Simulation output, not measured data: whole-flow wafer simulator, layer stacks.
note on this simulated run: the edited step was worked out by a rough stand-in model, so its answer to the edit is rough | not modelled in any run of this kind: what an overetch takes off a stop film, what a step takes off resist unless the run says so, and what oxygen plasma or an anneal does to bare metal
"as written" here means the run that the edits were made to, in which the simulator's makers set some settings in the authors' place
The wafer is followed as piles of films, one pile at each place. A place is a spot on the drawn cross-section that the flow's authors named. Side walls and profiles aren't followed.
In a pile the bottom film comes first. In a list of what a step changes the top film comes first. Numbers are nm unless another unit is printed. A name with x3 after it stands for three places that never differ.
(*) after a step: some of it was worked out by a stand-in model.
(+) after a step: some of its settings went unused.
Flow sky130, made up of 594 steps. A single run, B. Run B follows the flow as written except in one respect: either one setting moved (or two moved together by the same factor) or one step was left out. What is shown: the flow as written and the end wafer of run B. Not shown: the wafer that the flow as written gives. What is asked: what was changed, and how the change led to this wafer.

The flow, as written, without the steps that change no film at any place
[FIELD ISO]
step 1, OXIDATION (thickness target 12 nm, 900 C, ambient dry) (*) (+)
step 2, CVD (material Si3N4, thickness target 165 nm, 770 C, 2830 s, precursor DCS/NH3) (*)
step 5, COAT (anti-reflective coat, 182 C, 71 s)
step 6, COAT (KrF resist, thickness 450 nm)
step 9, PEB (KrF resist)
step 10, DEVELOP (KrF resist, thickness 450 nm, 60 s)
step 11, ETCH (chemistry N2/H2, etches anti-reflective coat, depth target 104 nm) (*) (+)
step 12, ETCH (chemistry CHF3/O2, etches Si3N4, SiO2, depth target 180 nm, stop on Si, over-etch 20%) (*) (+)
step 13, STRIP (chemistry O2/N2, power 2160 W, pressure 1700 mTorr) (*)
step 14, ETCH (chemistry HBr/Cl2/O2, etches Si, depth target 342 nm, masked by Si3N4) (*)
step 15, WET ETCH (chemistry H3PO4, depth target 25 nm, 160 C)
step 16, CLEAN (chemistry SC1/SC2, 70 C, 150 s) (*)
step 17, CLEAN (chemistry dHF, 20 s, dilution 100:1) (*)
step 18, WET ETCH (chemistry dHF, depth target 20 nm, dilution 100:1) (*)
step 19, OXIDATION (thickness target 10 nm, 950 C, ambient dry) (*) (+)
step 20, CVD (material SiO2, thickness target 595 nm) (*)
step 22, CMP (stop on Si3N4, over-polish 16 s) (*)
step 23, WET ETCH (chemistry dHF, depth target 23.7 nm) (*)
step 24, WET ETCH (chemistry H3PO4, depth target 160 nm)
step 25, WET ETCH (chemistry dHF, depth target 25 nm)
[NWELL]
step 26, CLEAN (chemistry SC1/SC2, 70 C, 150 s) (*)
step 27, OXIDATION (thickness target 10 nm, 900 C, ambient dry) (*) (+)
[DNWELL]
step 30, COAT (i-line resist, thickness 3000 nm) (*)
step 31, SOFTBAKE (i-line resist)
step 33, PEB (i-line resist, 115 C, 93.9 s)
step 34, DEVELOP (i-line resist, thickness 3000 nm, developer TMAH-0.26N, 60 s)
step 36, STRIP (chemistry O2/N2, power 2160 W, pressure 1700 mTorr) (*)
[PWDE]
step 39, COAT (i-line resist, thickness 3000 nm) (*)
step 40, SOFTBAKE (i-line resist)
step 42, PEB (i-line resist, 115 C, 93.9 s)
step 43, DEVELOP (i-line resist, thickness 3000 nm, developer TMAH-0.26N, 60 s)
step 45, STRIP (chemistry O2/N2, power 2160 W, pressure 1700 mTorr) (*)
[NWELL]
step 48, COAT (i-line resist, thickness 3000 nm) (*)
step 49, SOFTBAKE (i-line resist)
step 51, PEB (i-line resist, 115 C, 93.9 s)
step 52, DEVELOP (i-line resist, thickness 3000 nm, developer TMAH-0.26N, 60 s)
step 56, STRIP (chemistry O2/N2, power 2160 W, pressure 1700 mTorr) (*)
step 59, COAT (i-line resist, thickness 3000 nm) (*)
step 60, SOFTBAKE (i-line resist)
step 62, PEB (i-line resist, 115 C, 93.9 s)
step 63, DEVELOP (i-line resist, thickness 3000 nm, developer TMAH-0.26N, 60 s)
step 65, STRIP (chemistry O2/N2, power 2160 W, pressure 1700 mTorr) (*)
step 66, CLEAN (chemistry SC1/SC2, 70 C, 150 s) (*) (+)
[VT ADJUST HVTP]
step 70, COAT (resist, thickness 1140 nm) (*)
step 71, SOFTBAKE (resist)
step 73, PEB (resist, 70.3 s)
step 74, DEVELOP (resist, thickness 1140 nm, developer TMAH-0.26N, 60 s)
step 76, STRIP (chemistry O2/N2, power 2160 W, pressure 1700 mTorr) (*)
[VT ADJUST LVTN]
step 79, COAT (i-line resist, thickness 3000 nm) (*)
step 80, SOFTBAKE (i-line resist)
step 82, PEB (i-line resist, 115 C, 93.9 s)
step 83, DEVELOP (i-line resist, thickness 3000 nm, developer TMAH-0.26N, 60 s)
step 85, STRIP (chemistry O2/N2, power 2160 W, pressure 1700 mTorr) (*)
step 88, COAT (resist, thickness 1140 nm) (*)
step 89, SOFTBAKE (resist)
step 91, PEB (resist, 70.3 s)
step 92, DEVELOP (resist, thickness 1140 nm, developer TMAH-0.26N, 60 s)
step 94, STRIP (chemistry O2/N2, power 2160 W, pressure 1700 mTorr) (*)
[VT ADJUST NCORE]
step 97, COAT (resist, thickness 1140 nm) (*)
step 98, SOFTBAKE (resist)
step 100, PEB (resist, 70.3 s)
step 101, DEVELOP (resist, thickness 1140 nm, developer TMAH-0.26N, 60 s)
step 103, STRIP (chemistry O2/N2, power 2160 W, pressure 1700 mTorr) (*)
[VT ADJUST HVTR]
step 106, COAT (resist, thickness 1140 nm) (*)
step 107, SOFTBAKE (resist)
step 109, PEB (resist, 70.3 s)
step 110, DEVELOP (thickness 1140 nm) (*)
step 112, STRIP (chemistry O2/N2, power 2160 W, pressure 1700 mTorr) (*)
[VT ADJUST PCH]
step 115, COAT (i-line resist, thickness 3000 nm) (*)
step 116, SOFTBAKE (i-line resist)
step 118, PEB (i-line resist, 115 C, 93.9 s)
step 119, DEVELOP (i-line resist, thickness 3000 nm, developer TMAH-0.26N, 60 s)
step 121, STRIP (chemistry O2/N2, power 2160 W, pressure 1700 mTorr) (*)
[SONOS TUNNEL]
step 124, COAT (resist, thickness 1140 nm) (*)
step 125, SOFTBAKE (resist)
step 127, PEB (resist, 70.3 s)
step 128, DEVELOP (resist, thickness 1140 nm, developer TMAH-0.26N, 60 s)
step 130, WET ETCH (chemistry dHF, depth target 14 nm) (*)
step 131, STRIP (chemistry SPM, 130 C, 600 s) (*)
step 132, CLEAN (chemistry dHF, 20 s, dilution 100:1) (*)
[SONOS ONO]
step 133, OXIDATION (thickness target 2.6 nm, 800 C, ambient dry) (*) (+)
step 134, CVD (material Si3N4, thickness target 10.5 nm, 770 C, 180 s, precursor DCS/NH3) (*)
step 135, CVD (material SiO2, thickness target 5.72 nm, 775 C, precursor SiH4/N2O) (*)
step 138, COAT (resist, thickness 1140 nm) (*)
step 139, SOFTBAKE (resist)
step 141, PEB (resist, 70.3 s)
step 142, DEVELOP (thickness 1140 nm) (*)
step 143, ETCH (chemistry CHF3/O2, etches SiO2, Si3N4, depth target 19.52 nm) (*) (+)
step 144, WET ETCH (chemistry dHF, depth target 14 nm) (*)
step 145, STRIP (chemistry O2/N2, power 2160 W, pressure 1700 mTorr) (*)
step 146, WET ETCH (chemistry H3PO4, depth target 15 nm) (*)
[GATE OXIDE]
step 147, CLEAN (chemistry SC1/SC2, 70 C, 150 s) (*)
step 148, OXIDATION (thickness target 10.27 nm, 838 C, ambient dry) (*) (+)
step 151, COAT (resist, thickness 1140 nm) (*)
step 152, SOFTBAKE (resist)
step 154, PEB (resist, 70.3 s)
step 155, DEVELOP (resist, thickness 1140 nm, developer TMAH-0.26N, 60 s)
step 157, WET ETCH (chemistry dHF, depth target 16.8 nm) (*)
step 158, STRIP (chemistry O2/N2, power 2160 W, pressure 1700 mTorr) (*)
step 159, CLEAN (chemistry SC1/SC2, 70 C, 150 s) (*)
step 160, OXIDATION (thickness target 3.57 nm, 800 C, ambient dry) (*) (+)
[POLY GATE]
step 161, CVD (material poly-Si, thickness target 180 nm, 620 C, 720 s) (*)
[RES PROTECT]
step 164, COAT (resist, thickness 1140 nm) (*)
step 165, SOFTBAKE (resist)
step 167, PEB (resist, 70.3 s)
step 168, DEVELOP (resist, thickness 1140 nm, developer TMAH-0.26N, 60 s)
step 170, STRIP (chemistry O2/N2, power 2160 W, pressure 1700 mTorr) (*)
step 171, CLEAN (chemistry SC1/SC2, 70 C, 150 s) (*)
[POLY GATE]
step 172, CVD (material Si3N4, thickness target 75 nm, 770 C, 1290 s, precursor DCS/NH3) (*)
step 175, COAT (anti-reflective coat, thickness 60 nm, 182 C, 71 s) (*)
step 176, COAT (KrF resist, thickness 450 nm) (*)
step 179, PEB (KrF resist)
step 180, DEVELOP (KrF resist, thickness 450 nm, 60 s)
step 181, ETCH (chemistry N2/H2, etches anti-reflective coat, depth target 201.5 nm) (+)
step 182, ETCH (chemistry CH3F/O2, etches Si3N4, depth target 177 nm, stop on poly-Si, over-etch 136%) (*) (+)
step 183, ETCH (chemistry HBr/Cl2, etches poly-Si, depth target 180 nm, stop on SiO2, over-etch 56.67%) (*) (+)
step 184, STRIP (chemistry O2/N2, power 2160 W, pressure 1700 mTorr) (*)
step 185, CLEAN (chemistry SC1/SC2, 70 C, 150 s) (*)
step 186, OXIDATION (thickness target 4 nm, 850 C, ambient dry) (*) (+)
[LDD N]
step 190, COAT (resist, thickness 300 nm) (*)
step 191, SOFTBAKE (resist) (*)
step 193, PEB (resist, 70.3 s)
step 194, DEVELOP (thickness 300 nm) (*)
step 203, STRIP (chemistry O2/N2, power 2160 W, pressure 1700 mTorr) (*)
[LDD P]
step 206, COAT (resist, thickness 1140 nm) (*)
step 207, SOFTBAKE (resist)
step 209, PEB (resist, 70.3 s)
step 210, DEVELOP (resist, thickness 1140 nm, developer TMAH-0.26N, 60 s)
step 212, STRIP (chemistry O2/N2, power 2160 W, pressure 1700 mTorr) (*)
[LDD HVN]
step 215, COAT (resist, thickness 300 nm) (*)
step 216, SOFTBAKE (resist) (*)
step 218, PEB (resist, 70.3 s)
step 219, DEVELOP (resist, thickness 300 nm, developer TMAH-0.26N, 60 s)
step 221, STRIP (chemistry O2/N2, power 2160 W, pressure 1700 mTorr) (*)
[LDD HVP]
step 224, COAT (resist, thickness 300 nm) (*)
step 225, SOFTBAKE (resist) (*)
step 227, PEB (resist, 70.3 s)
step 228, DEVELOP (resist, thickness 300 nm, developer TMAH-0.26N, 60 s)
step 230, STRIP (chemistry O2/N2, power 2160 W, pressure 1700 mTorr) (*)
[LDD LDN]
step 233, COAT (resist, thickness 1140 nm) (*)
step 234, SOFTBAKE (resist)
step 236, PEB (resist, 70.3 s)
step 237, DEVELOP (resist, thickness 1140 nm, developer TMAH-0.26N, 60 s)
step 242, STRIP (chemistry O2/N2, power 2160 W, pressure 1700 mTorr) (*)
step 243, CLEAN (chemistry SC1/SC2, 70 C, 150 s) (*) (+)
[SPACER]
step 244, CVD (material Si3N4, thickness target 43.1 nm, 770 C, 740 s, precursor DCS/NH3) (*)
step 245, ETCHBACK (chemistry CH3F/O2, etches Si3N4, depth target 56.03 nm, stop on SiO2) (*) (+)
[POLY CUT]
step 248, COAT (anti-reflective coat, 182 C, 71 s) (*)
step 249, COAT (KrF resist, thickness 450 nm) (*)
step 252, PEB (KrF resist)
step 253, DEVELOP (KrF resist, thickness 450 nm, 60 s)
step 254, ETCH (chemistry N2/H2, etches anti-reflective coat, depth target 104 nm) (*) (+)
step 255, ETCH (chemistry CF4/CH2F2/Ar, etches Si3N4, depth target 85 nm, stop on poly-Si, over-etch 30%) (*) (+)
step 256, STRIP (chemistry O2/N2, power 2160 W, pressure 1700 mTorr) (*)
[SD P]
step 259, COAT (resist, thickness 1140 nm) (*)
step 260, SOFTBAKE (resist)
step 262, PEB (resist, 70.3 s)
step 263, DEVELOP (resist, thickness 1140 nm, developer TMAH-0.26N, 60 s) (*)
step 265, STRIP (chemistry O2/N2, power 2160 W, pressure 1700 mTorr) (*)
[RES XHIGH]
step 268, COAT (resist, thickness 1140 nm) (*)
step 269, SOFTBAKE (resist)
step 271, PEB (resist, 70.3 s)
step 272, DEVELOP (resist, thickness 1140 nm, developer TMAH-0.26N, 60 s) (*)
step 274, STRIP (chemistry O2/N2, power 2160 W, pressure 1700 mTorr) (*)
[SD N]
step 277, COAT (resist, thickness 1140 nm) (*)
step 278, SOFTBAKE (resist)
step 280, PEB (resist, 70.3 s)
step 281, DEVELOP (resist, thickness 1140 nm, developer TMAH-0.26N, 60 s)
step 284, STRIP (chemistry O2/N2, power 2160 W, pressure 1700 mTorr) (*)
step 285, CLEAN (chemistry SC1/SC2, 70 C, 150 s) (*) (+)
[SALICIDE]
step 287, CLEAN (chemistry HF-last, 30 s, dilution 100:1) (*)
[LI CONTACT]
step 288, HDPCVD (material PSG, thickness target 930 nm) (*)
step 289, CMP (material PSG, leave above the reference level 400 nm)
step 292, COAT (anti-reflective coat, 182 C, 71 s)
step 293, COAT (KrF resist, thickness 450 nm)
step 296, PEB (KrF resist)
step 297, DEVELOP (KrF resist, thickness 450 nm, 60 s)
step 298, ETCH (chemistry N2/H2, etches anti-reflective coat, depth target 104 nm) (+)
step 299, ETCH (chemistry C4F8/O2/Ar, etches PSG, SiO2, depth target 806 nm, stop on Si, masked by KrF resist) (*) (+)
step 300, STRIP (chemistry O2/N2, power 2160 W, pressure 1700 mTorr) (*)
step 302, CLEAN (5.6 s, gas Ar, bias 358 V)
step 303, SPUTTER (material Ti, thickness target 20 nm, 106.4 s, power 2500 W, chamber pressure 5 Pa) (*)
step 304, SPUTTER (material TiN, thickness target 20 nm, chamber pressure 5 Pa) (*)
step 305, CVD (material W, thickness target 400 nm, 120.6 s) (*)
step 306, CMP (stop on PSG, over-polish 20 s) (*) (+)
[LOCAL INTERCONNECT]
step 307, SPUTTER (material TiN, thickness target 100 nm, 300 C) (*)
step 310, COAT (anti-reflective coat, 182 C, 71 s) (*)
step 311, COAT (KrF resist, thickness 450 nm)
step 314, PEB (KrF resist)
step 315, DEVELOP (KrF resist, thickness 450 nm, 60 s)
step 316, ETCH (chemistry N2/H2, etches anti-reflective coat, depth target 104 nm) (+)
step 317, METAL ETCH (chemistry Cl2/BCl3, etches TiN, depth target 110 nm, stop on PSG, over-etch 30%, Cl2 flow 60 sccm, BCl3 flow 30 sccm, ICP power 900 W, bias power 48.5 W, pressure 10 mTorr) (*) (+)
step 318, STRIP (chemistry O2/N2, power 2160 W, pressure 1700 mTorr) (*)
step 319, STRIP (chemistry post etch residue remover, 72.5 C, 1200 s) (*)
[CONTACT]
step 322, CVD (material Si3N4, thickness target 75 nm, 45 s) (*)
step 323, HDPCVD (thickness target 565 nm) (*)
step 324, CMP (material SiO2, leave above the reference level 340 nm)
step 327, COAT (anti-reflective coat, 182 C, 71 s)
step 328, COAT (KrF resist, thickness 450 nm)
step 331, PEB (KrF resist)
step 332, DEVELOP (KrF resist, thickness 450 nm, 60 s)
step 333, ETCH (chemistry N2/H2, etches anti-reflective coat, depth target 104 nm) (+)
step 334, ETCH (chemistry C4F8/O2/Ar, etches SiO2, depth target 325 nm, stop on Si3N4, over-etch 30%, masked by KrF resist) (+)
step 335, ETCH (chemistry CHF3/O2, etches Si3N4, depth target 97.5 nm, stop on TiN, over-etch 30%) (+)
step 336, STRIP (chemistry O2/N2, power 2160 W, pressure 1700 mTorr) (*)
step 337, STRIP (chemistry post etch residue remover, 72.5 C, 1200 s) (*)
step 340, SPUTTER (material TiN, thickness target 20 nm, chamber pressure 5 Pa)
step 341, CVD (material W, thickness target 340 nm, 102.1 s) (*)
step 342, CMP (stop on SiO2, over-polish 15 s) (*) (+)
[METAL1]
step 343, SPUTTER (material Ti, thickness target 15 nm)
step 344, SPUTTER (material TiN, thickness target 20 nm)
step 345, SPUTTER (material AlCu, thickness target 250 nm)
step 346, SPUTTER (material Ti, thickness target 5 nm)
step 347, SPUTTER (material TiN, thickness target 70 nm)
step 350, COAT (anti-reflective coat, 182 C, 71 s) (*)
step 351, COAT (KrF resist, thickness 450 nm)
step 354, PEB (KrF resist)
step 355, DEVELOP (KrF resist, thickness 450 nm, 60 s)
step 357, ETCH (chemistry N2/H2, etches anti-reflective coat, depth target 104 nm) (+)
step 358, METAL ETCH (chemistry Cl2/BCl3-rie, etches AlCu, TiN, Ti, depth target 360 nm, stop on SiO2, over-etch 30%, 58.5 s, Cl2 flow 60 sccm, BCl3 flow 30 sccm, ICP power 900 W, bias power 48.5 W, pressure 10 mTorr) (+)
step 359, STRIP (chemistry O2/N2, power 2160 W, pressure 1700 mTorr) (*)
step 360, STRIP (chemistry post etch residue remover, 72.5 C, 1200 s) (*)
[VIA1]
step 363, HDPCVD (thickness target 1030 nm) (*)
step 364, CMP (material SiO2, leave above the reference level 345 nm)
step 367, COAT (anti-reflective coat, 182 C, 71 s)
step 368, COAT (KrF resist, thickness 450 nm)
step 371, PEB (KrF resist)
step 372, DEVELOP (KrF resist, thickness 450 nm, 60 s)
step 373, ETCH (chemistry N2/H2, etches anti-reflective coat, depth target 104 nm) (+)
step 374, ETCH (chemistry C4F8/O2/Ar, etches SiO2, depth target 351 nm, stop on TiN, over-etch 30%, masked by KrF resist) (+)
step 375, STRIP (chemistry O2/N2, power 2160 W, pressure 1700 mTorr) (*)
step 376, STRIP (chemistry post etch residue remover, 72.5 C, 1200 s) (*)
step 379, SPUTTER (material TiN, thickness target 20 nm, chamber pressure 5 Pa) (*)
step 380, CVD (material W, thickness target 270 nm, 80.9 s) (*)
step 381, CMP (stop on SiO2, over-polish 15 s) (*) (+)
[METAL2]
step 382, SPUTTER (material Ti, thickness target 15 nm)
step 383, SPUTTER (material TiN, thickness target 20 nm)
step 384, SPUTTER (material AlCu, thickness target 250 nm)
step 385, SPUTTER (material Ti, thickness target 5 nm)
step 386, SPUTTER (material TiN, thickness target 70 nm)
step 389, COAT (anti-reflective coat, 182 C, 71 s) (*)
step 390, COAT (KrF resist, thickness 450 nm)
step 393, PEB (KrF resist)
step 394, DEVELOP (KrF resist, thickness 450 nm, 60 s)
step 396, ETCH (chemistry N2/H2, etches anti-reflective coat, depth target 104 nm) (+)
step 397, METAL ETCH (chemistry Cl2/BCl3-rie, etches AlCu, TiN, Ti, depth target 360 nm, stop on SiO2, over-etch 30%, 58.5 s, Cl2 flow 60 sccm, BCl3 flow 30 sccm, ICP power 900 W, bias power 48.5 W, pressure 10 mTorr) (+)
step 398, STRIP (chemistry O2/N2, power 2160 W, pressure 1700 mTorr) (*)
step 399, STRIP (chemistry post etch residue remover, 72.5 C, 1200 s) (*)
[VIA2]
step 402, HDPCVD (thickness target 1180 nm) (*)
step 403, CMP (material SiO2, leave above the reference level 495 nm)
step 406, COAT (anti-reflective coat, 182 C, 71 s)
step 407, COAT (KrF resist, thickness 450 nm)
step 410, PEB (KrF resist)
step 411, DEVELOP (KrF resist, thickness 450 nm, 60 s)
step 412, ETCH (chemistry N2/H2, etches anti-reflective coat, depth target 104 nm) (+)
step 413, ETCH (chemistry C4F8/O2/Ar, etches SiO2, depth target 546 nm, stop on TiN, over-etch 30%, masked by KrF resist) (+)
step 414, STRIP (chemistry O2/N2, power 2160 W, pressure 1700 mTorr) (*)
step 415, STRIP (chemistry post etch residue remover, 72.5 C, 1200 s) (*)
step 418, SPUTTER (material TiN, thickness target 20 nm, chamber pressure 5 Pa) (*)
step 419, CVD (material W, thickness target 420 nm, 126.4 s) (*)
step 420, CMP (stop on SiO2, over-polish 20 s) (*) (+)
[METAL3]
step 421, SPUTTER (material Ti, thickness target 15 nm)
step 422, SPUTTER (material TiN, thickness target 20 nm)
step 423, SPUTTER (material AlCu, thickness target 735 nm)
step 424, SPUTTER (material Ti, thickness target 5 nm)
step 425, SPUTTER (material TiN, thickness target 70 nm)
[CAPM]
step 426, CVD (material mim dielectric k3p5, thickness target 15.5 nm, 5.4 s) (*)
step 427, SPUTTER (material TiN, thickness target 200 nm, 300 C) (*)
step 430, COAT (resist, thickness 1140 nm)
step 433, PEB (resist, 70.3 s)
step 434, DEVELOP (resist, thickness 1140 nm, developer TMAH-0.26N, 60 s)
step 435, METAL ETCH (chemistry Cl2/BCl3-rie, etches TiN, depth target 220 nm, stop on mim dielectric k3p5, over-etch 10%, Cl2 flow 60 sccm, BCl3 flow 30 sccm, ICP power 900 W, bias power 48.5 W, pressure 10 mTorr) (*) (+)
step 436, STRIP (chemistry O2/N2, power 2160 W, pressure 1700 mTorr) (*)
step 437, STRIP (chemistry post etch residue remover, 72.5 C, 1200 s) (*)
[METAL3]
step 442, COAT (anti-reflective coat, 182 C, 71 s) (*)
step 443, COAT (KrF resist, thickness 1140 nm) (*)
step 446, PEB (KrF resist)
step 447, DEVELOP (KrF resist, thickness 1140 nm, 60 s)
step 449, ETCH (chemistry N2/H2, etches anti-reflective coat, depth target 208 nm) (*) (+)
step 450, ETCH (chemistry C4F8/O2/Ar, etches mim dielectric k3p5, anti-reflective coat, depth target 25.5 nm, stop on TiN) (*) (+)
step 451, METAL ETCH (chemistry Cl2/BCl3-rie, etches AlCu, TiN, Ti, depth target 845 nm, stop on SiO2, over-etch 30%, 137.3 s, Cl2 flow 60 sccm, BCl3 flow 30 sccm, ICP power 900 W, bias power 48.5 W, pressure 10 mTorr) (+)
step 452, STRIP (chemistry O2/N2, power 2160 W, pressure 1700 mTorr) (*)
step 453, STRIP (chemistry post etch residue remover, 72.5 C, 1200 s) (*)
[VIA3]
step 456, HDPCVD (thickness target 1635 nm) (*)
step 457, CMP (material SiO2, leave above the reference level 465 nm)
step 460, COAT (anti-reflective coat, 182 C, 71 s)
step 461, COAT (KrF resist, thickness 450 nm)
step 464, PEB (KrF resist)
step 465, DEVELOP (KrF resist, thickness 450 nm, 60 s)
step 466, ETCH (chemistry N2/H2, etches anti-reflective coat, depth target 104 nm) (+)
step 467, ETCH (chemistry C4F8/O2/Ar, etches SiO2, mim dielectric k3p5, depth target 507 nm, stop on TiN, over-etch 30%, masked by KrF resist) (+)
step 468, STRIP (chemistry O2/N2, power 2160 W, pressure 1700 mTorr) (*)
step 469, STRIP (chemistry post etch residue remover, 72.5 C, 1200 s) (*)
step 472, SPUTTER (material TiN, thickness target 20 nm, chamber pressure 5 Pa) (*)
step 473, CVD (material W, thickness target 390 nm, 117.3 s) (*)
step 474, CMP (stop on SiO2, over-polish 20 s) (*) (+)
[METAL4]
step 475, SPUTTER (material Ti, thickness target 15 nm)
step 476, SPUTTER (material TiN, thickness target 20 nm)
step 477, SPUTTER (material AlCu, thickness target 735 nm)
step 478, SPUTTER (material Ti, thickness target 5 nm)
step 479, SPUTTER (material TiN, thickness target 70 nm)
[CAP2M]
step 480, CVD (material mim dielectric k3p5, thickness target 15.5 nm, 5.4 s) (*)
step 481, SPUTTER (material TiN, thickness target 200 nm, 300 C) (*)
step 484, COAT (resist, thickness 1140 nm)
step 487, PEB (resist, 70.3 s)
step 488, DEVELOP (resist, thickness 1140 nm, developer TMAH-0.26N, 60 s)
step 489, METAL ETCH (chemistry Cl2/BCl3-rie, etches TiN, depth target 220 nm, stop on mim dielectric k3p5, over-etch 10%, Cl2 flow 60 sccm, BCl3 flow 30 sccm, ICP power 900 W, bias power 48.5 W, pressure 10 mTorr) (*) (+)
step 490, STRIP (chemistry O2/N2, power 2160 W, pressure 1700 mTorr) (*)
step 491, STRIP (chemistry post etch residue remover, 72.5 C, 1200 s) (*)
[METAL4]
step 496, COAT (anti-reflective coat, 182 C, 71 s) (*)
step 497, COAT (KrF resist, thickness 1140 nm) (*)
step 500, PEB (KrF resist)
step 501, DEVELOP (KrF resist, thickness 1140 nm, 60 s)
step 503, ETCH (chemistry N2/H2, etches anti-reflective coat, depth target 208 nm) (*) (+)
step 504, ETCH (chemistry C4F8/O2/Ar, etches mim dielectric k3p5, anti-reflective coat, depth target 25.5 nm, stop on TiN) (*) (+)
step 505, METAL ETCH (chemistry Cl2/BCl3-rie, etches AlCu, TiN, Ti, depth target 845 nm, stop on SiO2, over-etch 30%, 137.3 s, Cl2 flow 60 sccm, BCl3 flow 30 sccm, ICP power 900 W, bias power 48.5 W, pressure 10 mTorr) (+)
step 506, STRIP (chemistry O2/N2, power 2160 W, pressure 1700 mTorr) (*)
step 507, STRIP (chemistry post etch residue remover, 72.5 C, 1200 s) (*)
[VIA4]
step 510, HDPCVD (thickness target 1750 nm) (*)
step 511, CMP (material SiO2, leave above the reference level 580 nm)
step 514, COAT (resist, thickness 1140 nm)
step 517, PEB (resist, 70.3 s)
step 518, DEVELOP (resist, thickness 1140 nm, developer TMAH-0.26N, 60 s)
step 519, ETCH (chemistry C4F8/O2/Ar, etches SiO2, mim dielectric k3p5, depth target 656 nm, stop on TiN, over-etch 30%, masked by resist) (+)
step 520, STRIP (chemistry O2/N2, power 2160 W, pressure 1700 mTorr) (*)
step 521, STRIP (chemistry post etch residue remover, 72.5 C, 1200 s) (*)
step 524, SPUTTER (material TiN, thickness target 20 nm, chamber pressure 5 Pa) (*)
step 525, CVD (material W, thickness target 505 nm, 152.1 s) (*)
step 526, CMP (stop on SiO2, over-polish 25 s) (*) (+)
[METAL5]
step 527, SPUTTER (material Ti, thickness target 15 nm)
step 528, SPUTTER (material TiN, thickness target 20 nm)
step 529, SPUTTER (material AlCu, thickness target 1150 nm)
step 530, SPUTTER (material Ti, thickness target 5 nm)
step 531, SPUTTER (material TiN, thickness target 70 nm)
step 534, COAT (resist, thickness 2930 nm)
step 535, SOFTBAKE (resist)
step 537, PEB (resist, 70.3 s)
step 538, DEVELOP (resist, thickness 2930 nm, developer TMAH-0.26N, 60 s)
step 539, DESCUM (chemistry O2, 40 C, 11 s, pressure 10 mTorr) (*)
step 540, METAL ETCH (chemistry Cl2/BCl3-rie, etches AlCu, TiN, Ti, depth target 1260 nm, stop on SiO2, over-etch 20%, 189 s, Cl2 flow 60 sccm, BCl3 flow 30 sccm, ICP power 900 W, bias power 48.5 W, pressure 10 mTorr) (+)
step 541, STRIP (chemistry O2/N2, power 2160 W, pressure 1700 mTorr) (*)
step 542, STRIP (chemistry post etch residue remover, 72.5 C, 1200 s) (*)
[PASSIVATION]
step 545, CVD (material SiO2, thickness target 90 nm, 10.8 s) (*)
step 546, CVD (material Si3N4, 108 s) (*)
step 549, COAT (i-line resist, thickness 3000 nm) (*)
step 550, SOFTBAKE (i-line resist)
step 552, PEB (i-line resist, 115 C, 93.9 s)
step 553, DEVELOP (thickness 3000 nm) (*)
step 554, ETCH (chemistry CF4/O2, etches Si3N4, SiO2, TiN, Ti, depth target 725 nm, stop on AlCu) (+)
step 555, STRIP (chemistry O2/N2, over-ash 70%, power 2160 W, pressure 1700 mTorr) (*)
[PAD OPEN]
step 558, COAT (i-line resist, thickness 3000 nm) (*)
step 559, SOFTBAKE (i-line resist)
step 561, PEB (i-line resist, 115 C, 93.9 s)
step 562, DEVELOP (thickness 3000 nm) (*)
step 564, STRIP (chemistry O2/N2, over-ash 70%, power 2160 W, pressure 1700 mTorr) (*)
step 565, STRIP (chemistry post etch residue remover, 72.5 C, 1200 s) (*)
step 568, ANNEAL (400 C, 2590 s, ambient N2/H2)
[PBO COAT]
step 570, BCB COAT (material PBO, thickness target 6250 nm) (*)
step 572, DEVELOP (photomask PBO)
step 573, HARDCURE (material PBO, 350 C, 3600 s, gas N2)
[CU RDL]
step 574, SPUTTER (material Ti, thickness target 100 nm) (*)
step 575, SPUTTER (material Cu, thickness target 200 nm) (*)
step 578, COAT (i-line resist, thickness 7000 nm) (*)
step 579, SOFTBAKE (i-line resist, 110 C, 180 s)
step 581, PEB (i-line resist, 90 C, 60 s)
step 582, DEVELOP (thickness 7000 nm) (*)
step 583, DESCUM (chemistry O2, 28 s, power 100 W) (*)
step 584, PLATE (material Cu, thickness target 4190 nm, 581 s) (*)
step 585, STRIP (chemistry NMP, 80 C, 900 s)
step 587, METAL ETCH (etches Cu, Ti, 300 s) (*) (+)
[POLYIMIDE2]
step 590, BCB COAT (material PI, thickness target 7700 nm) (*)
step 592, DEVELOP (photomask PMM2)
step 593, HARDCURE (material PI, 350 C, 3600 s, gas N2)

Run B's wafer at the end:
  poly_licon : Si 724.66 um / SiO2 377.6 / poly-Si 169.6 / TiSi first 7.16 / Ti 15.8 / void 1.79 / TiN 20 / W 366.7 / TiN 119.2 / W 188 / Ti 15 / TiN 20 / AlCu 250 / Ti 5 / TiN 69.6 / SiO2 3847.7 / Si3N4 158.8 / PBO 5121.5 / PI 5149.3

Cause: step 341, CVD: thickness target 187 nm was run, while the flow as written has thickness target 340 nm; step 341, CVD: 56.17 s was run, where the flow has 102.1 s.

The path from the change to this, step by step:
  step 341, CVD (material W, thickness target 340 nm, 102.1 s) (*)
      field, active, n_well and 185 more: W gains 188 (new film) (it would be, as written: W gains 340 (new film))
      ndiff_licon, ndiff_licon_cpp, rpo_hd_licon: W gains 538.5 (new film) (it would be, as written: W gains 690.5 (new film))
  step 342, CMP (stop on SiO2, over-polish 15 s) (*) (+)
      poly_licon: nothing (it would be, as written: W loses 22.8)
      field, active, n_well and 184 more: W loses 188 (all of it), TiN loses 20 (all of it), SiO2 loses 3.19 (it would be, as written: W loses 340 (all of it), TiN loses 20 (all of it), SiO2 loses 3.19)
      (and at 3 other places as well)
  step 350, COAT (anti-reflective coat, 182 C, 71 s) (*)
      poly_licon: anti-reflective coat gains 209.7 (new film) (it would be, as written: anti-reflective coat gains 80.5 (new film))
  step 359, STRIP (chemistry O2/N2, power 2160 W, pressure 1700 mTorr) (*)
      poly_licon: KrF resist loses 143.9 (all of it), anti-reflective coat loses 209.7 (all of it) (it would be, as written: KrF resist loses 143.9 (all of it), anti-reflective coat loses 80.5 (all of it))
  step 364, CMP (material SiO2, leave above the reference level 345 nm)
      poly_licon: SiO2 loses 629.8 (it would be, as written: SiO2 loses 759)
